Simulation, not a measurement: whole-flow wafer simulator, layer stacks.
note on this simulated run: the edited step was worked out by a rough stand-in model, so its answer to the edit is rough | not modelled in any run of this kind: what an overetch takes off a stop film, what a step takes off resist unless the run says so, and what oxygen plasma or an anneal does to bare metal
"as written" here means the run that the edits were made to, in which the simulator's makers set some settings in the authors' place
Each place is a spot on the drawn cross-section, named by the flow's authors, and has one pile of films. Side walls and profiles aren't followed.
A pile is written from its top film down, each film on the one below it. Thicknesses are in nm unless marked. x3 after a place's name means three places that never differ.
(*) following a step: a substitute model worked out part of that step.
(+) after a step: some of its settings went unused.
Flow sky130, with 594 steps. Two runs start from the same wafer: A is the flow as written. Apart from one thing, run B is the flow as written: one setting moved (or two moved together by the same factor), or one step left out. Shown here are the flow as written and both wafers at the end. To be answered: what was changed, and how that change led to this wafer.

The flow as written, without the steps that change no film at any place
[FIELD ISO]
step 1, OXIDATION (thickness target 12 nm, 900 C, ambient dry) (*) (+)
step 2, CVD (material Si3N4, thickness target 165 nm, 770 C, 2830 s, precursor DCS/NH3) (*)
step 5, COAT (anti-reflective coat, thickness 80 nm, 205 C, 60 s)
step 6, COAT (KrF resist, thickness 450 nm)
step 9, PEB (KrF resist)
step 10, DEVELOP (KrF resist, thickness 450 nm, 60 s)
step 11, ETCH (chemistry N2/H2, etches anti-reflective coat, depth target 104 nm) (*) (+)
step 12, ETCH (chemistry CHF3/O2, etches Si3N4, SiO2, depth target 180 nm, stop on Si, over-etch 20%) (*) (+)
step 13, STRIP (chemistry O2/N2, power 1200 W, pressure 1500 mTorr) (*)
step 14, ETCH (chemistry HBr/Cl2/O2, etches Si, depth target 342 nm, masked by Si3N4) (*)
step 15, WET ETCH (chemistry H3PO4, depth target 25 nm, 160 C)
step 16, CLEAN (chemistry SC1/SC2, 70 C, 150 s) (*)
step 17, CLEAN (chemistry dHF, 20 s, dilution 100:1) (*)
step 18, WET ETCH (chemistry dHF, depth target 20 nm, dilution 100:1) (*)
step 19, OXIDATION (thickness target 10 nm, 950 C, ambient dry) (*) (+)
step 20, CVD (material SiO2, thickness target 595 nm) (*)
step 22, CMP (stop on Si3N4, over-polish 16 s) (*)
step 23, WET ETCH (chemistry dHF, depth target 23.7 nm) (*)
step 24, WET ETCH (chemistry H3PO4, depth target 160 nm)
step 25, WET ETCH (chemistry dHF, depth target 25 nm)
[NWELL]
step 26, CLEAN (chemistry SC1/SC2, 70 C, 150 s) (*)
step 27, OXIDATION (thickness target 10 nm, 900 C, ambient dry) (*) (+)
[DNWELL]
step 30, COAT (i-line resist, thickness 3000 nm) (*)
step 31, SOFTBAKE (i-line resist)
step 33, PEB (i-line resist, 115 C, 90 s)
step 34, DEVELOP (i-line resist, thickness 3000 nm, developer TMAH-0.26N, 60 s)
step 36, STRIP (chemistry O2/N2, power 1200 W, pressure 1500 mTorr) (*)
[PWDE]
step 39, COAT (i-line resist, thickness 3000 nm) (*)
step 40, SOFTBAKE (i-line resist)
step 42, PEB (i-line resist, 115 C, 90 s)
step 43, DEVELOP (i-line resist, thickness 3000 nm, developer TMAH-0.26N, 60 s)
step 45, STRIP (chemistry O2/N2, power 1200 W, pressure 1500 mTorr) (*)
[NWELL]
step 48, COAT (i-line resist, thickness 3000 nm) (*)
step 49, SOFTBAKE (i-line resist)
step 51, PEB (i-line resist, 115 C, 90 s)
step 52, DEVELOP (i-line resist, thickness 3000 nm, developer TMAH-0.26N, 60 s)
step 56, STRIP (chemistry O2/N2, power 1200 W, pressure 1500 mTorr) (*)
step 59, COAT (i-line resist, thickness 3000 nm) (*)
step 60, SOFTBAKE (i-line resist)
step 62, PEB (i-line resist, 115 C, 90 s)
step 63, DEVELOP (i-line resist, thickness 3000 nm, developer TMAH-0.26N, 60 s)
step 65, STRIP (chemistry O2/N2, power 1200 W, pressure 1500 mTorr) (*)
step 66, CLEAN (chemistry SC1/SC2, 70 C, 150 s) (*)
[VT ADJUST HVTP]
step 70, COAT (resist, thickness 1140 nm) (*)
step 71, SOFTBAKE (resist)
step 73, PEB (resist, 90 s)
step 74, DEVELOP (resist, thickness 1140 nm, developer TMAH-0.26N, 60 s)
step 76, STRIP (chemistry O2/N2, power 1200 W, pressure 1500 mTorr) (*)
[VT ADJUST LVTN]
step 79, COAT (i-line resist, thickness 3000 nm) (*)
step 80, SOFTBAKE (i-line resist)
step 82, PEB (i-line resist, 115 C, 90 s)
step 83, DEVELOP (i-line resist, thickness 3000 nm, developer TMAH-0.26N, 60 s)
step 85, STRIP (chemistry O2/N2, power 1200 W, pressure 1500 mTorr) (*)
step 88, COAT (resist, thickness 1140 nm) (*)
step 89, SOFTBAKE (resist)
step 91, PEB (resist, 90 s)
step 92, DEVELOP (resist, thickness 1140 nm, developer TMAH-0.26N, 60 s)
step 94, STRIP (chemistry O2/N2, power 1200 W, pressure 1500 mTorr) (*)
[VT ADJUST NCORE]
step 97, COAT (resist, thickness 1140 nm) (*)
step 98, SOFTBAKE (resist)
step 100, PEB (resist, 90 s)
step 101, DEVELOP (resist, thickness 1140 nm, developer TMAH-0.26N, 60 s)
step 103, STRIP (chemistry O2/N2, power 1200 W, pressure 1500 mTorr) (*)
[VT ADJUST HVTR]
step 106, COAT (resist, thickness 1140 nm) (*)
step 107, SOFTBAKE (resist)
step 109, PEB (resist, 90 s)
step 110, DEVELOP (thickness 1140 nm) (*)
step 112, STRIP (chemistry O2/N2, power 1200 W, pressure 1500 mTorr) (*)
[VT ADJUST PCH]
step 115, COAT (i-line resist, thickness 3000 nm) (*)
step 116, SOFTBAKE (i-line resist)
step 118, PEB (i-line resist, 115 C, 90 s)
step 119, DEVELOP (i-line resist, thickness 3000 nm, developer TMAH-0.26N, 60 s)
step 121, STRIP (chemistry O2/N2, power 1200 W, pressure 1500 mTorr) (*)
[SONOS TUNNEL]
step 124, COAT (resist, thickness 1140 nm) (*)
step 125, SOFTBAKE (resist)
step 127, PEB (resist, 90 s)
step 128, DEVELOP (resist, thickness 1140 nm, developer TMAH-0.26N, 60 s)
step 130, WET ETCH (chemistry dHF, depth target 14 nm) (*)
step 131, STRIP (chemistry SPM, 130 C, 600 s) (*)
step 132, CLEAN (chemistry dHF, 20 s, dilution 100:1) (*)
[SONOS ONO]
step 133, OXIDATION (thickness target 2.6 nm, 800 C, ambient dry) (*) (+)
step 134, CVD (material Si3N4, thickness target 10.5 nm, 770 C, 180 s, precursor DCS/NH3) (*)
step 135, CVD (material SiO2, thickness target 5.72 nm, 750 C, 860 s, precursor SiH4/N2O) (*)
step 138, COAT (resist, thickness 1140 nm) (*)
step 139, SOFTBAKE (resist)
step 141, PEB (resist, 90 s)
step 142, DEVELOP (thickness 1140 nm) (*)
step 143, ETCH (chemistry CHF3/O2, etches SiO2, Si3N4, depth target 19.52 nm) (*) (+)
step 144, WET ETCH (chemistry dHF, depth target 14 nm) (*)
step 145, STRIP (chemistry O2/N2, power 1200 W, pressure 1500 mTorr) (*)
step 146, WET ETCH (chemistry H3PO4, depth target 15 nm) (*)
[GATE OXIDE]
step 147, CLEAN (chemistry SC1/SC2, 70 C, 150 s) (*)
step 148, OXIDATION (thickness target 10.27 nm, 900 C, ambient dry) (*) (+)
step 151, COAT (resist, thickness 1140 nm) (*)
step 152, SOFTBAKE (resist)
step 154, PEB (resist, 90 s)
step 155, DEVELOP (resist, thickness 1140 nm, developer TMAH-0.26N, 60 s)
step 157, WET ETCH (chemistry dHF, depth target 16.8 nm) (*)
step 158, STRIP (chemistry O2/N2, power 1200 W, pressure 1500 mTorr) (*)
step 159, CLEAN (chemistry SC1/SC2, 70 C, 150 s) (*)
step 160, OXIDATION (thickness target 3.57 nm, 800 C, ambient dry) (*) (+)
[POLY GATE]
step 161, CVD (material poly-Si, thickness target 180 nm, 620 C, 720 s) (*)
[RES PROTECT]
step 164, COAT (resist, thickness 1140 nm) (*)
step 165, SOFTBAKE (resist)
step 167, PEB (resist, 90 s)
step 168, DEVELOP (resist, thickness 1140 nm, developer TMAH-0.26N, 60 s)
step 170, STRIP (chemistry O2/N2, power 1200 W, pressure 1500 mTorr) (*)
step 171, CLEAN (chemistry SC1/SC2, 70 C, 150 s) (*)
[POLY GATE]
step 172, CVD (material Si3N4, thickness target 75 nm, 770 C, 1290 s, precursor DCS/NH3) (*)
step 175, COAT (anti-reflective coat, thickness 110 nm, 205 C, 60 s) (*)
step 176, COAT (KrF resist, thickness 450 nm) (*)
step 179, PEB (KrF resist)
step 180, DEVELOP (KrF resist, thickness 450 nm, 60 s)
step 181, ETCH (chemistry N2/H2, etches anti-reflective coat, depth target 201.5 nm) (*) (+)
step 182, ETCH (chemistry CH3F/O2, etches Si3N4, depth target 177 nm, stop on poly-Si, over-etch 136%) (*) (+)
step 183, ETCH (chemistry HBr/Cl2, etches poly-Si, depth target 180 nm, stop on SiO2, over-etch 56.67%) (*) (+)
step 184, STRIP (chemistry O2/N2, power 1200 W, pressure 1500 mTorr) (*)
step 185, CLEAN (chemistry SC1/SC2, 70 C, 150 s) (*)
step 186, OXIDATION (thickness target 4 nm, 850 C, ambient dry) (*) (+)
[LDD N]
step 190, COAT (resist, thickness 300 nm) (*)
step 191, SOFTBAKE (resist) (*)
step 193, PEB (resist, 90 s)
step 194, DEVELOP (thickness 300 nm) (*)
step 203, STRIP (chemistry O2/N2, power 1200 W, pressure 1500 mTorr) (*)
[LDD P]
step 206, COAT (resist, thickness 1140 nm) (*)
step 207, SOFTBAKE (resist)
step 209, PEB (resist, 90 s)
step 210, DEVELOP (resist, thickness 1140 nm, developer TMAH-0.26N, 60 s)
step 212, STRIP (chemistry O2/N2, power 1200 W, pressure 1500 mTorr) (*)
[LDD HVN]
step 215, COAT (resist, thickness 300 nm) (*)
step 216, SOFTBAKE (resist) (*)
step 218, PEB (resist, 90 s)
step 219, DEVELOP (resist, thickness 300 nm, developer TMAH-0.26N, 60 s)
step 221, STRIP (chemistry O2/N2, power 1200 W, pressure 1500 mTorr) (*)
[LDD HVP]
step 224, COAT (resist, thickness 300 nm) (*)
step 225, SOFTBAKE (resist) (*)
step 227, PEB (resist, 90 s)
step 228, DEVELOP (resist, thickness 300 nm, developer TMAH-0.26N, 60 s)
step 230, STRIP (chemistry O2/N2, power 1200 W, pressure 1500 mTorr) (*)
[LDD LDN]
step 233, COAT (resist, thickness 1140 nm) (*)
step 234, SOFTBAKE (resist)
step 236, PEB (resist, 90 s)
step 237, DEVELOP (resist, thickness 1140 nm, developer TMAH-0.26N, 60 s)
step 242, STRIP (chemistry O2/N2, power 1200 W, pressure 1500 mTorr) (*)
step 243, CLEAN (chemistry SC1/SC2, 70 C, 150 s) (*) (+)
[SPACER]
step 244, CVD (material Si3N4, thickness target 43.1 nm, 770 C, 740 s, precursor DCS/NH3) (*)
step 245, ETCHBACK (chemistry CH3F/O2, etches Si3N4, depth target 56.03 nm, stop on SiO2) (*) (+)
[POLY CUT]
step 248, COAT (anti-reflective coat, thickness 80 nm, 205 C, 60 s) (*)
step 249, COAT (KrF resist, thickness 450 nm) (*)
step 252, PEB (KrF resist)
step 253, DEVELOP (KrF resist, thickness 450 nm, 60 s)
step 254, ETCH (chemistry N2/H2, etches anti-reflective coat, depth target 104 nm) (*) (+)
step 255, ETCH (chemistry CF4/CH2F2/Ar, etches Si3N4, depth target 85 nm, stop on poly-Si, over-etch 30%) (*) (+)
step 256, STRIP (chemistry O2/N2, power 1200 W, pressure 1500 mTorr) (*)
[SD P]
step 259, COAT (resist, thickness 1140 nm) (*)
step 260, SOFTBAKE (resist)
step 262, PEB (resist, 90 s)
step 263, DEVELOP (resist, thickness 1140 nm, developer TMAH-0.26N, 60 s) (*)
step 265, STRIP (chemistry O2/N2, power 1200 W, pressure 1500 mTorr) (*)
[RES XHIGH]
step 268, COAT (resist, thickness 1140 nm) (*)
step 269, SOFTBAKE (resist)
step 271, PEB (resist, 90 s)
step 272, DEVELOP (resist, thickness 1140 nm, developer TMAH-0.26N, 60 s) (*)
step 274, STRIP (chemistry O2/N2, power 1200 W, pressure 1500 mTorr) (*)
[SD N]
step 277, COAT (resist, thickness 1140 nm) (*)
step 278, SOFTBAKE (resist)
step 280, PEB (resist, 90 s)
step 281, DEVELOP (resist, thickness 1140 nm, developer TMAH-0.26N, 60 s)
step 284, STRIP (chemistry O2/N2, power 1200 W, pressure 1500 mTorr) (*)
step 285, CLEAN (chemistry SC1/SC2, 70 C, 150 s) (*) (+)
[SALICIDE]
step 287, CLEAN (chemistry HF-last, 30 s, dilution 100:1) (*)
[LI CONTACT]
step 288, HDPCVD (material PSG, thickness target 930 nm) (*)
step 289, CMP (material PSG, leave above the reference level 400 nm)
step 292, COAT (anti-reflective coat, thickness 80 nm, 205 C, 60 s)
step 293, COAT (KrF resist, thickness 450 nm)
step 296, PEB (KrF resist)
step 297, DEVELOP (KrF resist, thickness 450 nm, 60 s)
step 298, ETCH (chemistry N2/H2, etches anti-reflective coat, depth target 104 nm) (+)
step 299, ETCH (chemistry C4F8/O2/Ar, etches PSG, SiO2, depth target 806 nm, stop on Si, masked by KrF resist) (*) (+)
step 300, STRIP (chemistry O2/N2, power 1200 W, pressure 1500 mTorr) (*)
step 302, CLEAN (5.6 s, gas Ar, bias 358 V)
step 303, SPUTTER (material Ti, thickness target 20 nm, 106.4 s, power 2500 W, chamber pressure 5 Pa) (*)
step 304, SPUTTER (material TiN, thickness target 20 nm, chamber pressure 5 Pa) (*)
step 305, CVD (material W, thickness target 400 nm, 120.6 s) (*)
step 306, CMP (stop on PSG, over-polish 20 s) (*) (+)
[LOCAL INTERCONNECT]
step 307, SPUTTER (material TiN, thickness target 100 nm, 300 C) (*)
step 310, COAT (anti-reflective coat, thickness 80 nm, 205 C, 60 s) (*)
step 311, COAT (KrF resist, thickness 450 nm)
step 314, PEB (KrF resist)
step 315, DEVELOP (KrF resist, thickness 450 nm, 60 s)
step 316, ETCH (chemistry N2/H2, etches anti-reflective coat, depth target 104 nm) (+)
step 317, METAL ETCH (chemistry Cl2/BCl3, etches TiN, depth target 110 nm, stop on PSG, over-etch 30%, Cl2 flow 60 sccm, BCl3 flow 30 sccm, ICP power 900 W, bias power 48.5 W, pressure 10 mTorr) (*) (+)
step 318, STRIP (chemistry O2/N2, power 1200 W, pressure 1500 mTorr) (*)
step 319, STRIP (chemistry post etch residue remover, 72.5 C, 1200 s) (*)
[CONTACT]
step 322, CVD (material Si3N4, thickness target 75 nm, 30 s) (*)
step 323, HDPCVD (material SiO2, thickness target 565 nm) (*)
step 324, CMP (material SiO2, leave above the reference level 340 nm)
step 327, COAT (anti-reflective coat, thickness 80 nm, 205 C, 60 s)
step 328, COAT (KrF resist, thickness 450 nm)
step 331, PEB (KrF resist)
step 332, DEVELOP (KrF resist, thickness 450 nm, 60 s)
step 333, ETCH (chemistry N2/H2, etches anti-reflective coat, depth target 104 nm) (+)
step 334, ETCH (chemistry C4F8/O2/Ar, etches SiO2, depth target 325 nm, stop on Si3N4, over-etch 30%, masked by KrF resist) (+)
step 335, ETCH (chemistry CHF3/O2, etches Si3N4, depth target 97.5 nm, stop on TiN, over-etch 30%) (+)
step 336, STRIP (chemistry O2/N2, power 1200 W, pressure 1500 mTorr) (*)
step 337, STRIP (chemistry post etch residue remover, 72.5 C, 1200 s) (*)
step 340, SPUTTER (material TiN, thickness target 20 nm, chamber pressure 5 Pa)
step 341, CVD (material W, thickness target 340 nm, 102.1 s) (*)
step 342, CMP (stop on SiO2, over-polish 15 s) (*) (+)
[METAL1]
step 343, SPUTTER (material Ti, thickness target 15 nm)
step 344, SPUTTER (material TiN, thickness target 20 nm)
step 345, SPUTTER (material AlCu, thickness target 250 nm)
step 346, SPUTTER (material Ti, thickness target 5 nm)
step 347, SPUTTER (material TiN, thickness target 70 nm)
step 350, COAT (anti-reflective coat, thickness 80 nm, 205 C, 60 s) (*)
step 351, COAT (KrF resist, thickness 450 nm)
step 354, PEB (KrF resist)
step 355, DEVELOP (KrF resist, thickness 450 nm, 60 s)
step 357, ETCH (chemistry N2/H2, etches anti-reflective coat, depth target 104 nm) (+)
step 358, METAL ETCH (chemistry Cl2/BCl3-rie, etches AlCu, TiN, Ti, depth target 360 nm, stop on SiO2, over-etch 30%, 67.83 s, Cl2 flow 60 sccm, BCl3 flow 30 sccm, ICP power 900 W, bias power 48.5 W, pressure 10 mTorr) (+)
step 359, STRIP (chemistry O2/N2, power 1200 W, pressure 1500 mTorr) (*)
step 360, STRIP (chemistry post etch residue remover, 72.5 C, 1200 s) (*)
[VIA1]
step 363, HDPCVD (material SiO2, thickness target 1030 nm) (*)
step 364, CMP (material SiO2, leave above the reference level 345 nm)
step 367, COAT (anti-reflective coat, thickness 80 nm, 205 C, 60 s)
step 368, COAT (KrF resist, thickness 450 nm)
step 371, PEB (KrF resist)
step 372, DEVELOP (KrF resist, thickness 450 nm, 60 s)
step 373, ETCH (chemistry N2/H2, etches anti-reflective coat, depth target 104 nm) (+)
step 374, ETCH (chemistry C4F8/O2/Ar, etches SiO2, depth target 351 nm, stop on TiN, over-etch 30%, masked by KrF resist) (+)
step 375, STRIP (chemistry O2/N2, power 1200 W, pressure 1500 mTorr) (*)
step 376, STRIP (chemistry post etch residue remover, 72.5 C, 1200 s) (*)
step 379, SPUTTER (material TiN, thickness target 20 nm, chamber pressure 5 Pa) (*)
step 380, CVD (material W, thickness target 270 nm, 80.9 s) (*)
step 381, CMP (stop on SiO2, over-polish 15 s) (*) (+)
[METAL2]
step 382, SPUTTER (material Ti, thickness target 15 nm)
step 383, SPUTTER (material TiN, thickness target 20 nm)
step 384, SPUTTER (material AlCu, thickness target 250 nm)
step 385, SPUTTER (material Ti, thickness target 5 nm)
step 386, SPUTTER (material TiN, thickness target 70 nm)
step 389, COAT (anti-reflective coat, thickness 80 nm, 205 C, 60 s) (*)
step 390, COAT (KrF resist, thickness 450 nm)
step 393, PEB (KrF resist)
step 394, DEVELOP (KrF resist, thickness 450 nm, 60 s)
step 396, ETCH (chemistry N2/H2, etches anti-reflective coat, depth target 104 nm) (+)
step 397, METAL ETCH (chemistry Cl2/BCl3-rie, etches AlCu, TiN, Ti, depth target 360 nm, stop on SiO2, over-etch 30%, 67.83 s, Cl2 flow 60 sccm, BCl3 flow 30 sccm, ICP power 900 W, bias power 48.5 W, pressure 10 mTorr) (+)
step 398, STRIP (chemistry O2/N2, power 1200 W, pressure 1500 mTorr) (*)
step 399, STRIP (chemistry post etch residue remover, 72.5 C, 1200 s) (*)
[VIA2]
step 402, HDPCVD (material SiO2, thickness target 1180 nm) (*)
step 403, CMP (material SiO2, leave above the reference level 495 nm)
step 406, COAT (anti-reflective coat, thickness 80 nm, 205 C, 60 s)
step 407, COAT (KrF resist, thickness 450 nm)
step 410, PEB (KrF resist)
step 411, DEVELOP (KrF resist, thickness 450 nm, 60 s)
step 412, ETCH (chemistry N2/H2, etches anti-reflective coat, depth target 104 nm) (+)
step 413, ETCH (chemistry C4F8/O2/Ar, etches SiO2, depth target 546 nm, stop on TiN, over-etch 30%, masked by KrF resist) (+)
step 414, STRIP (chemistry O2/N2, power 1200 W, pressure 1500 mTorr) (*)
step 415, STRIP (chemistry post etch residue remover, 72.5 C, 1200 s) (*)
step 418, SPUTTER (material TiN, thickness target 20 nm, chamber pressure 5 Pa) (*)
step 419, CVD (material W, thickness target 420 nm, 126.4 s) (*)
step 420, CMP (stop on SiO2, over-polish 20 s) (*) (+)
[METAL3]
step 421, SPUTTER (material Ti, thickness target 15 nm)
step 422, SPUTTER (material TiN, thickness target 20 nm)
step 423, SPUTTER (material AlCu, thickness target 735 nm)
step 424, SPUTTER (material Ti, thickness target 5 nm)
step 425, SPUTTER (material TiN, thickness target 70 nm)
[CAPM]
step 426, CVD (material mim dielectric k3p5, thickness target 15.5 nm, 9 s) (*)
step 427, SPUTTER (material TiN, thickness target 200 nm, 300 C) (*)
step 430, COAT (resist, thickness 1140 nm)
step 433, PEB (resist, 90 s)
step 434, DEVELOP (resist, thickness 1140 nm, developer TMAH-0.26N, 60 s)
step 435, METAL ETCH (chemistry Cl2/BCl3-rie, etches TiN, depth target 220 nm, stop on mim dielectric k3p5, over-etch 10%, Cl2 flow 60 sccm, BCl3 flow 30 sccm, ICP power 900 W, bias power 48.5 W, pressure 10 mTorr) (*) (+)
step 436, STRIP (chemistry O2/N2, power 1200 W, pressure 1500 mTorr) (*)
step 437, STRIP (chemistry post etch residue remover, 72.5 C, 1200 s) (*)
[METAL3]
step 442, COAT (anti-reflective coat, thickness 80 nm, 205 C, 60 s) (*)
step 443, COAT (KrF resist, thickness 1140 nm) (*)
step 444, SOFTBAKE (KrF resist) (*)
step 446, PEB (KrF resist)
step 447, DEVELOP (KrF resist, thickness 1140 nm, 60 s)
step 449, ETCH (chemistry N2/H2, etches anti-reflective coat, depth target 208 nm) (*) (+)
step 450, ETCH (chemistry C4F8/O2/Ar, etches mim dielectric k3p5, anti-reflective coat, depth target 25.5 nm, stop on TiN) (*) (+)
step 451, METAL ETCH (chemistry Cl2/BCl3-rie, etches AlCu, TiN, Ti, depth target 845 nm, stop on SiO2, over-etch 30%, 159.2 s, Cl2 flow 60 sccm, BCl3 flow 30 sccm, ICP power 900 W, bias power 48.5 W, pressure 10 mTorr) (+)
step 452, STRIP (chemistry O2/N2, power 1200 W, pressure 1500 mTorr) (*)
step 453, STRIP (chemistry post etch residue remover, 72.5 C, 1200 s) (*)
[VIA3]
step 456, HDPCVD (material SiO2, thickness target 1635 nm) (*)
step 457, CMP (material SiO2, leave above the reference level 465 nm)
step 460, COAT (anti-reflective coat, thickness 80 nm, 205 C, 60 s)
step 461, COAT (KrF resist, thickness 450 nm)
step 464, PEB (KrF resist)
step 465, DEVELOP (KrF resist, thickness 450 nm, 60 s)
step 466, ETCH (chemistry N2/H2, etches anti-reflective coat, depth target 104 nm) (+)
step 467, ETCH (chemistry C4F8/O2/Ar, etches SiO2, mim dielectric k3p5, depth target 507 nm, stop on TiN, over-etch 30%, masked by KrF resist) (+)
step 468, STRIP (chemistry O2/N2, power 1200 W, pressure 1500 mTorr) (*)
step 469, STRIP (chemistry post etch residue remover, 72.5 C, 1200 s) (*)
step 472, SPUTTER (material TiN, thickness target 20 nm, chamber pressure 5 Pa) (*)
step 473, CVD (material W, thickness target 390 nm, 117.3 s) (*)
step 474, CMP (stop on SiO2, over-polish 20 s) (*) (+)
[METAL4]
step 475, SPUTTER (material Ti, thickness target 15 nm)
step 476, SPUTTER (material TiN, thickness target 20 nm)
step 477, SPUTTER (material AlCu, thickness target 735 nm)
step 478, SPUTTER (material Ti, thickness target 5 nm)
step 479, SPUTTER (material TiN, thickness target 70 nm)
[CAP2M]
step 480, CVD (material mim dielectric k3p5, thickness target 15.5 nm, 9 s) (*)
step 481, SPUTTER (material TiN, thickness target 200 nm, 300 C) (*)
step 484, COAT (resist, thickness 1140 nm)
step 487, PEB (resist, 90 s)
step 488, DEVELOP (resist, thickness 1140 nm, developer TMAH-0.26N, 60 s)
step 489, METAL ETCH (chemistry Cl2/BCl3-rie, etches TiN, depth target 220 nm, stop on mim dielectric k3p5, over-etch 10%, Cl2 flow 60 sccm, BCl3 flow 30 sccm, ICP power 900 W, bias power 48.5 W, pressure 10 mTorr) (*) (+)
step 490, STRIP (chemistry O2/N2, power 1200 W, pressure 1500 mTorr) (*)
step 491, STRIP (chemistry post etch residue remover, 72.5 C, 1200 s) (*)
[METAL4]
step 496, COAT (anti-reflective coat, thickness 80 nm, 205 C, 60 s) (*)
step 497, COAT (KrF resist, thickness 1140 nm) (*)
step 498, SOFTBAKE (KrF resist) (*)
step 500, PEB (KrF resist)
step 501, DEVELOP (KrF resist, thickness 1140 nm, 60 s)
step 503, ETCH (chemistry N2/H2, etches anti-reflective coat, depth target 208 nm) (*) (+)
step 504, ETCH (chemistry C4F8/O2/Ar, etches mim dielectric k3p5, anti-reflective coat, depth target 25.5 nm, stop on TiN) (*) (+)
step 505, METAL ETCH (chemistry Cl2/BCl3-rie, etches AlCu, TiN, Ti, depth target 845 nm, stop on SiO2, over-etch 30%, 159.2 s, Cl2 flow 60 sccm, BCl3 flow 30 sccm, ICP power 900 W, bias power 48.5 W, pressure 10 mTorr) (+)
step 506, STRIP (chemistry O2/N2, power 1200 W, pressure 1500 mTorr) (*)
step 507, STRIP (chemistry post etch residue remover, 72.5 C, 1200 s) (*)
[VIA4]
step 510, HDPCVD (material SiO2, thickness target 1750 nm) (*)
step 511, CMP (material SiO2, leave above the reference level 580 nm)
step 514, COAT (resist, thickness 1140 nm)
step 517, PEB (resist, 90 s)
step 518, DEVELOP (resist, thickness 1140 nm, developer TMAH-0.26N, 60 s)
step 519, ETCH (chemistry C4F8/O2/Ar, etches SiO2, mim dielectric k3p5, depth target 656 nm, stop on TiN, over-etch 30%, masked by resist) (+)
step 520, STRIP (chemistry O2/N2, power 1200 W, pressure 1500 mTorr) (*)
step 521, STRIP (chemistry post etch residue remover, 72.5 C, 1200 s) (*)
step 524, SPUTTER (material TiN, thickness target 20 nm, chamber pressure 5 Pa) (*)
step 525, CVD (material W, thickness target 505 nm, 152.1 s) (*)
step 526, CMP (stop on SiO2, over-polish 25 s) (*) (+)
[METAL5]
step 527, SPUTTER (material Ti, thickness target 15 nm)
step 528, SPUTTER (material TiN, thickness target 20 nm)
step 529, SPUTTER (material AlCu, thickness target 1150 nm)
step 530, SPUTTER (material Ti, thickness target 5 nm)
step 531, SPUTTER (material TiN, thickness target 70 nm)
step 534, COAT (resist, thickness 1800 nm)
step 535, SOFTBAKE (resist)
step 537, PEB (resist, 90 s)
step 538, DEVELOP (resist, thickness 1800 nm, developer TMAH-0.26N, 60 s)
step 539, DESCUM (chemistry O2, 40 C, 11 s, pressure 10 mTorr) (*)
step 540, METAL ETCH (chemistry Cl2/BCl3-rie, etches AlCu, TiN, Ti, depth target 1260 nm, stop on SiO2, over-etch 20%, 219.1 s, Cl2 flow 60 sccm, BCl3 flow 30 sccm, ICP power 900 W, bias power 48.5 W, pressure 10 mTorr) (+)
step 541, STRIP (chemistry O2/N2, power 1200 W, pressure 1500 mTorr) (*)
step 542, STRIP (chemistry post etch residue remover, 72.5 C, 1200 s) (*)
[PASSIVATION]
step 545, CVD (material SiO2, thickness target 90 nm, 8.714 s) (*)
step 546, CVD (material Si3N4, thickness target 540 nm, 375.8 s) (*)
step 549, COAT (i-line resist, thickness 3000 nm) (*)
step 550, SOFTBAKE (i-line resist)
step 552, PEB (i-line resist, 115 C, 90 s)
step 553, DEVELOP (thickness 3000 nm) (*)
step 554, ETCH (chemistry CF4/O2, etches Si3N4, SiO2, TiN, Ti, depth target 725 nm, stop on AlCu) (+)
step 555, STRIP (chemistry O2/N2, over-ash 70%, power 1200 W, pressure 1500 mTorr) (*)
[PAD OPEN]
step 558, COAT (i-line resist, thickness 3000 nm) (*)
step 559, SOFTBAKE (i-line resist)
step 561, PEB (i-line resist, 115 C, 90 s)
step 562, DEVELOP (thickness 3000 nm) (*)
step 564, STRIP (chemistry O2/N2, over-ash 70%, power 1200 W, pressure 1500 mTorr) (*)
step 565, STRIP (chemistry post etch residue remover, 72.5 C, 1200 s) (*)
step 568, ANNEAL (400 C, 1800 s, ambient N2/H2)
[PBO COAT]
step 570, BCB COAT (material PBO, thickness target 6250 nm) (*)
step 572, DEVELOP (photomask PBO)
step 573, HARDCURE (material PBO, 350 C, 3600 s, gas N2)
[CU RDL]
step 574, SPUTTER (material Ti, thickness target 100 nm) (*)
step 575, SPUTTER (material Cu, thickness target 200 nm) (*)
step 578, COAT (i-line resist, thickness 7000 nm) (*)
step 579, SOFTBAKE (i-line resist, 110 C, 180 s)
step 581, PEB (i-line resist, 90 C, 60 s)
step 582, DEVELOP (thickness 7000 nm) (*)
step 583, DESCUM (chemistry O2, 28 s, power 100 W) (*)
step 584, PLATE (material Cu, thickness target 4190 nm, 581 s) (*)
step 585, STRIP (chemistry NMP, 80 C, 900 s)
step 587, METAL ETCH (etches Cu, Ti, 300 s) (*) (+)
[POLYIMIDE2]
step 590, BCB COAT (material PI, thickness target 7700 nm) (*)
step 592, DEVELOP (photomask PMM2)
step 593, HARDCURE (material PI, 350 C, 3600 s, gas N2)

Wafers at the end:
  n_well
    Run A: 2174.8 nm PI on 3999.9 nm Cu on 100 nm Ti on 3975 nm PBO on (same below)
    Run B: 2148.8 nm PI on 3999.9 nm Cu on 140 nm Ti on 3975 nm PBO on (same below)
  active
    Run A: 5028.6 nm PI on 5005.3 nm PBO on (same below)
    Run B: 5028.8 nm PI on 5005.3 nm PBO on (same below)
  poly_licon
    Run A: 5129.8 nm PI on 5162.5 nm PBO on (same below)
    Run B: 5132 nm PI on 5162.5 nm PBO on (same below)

Cause: step 574, SPUTTER: thickness target 140 nm was run, while the flow as written has thickness target 100 nm.
The wafer itself shows it: n_well has Ti 140, and step 574 as written asks for 100 nm.

Step by step, how the change led to this:
  step 574, SPUTTER (material Ti, thickness target 100 nm) (*)
      field, active, n_well and 190 more: A Ti gains 100 (new film) | B Ti gains 140 (new film)
  step 587, METAL ETCH (etches Cu, Ti, 300 s) (*) (+)
      field, active, gate and 167 more: A Cu loses 200 (all of it), Ti loses 100 (all of it) | B Cu loses 200 (all of it), Ti loses 140 (all of it)
  step 590, BCB COAT (material PI, thickness target 7700 nm) (*)
      de16_gate_nw: A PI gains 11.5 um (new film) | B PI gains 11.54 um (new film)
